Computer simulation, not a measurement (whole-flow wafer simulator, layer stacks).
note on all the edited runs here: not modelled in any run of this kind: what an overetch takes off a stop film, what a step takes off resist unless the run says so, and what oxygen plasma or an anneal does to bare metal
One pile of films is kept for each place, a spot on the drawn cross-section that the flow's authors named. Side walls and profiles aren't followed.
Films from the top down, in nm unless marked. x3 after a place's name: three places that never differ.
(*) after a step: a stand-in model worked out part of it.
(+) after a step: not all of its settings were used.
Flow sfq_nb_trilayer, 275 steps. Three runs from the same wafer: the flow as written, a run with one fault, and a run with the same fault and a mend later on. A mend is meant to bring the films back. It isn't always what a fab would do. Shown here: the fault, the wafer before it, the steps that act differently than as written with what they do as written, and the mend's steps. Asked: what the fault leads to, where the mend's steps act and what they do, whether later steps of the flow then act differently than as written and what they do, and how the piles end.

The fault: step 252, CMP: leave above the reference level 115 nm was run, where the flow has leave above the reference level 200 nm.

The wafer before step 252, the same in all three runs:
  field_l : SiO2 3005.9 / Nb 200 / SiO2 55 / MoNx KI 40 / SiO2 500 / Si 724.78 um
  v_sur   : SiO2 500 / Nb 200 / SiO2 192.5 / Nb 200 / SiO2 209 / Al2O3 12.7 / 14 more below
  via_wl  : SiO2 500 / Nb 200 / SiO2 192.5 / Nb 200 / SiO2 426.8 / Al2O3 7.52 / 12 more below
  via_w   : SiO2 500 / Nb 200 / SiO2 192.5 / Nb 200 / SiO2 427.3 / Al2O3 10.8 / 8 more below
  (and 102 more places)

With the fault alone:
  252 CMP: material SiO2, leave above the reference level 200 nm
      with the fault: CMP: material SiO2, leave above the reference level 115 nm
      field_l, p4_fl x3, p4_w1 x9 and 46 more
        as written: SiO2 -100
        with the fault: SiO2 -185
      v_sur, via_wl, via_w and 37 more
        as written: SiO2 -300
        with the fault: SiO2 -385
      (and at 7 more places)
  Later steps of the flow that act differently than as written (2 more steps differ only slightly, by at most 2% or 0.5 nm, whichever is larger, and aren't shown):
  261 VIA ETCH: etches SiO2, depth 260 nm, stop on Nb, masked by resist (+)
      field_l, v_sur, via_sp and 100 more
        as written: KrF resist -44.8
        with the fault: KrF resist -29.7
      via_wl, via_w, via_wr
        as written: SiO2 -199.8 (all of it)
        with the fault: SiO2 -114.8 (all of it)
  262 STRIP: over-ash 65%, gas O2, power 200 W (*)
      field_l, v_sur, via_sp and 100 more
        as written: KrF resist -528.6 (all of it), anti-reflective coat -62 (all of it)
        with the fault: KrF resist -543.7 (all of it), anti-reflective coat -62 (all of it)
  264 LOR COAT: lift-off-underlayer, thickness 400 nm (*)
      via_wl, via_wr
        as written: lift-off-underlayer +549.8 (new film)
        with the fault: lift-off-underlayer +486.1 (new film)
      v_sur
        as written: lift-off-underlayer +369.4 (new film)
        with the fault: lift-off-underlayer +382.4 (new film)
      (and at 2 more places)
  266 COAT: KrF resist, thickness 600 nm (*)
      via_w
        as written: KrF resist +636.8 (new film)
        with the fault: KrF resist +621.1 (new film)
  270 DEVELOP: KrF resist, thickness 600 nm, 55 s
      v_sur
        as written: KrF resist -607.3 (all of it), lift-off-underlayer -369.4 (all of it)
        with the fault: KrF resist -603.7 (all of it), lift-off-underlayer -382.4 (all of it)
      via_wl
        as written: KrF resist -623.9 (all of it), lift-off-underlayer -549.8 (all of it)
        with the fault: KrF resist -613.2 (all of it), lift-off-underlayer -486.1 (all of it)
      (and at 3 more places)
  At the end the piles differ from the flow's by more than 2% or 0.5 nm, whichever is larger, at field_l, v_sur, via_sp and 100 more.
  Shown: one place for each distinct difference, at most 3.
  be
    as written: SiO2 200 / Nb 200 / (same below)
    with the fault: SiO2 115 / Nb 200 / (same below)
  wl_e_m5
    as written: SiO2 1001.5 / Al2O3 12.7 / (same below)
    with the fault: SiO2 916.5 / Al2O3 12.7 / (same below)
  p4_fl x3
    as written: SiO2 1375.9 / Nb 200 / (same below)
    with the fault: SiO2 1290.9 / Nb 200 / (same below)

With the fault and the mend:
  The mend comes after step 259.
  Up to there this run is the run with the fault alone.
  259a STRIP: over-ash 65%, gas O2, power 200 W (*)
      field_l, v_sur, via_sp and 100 more
        KrF resist -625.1 (all of it), anti-reflective coat -62 (all of it)
      via_wl, via_w, via_wr
        anti-reflective coat -62 (all of it)
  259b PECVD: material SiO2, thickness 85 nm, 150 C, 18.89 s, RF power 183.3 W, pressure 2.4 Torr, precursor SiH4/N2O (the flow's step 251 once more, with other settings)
      field_l, v_sur, via_wl and 103 more
        SiO2 +85
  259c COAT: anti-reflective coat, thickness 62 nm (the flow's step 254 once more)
      field_l, v_sur, via_wl and 103 more
        anti-reflective coat +62 (new film)
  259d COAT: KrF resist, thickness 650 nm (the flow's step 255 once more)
      field_l, v_sur, via_wl and 103 more
        KrF resist +650 (new film)
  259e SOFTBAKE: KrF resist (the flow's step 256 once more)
      changes no film at any place that is followed
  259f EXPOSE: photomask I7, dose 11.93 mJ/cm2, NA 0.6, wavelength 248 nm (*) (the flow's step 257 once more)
      changes no film at any place that is followed
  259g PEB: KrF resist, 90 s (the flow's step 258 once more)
      field_l, v_sur, via_wl and 103 more
        KrF resist -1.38
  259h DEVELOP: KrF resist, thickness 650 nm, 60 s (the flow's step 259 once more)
      field_l, v_sur, via_sp and 100 more
        KrF resist -23.5
      via_wl, via_w, via_wr
        KrF resist -648.6 (all of it)
  No later step of the flow acts differently than as written at any place that is followed.
  At the end the piles are the same as the flow's at every place that both follow.
